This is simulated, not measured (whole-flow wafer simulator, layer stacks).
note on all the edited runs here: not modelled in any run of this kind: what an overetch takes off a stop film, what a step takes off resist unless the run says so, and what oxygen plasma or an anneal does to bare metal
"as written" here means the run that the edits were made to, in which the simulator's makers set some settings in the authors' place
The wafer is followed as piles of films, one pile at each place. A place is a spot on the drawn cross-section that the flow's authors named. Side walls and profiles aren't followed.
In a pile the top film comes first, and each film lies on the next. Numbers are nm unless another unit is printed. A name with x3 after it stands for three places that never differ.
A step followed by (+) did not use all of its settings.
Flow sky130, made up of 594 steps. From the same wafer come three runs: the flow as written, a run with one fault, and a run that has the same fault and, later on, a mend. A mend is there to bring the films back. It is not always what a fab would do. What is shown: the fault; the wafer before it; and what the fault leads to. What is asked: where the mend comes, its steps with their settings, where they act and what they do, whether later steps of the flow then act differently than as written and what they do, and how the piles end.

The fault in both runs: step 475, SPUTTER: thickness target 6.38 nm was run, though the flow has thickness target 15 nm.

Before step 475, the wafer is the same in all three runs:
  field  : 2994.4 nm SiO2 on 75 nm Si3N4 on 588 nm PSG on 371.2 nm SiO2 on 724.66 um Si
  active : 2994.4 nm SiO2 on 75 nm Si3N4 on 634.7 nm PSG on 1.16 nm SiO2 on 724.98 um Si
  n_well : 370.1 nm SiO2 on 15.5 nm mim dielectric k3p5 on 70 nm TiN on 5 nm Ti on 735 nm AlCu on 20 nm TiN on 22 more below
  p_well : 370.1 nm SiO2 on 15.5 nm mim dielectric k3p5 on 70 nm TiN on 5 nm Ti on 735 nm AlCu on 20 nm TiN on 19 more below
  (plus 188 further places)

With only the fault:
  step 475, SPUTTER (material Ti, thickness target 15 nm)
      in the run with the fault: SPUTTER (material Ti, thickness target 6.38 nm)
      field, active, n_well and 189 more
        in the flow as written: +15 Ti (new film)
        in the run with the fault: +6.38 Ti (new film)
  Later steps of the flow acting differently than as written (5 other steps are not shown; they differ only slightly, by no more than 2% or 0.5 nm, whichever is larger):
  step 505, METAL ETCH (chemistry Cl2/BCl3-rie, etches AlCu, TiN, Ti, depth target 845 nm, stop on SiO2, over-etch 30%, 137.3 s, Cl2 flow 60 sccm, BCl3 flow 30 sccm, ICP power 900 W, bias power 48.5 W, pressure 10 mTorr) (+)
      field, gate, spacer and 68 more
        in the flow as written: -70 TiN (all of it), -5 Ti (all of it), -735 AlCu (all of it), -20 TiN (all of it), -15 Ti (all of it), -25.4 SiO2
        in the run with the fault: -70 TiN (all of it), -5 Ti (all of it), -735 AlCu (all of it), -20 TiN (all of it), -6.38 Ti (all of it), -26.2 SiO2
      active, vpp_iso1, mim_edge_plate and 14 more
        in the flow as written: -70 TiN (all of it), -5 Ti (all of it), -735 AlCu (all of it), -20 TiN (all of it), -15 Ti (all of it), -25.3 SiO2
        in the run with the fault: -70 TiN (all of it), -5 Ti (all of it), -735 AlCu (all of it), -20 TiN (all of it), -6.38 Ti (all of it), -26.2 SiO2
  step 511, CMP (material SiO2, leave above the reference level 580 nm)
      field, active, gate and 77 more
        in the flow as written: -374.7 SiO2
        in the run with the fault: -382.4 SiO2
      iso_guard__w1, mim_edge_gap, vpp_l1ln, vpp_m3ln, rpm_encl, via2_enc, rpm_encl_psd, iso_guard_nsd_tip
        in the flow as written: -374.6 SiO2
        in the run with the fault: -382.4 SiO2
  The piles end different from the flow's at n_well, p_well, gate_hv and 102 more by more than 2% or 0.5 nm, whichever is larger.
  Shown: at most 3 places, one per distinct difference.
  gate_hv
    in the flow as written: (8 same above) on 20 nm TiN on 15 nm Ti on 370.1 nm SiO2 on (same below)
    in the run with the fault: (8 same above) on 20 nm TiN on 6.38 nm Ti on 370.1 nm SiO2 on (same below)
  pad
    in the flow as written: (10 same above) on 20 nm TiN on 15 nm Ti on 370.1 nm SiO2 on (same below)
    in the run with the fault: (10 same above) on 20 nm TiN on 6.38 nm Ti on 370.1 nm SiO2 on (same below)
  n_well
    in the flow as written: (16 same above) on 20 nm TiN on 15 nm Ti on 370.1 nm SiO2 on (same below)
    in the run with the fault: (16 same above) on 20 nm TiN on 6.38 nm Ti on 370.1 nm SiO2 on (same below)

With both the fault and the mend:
  The mend stands after step 475.
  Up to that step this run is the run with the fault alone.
  step 475a, SPUTTER (material Ti, thickness target 8.62 nm) (the flow's step 475 again, with other settings)
      field, active, n_well and 189 more
        +8.62 Ti
  Later steps of the flow that are run all act as written at every place that is followed.
  At every place that both follow, the piles at the end match the flow's.
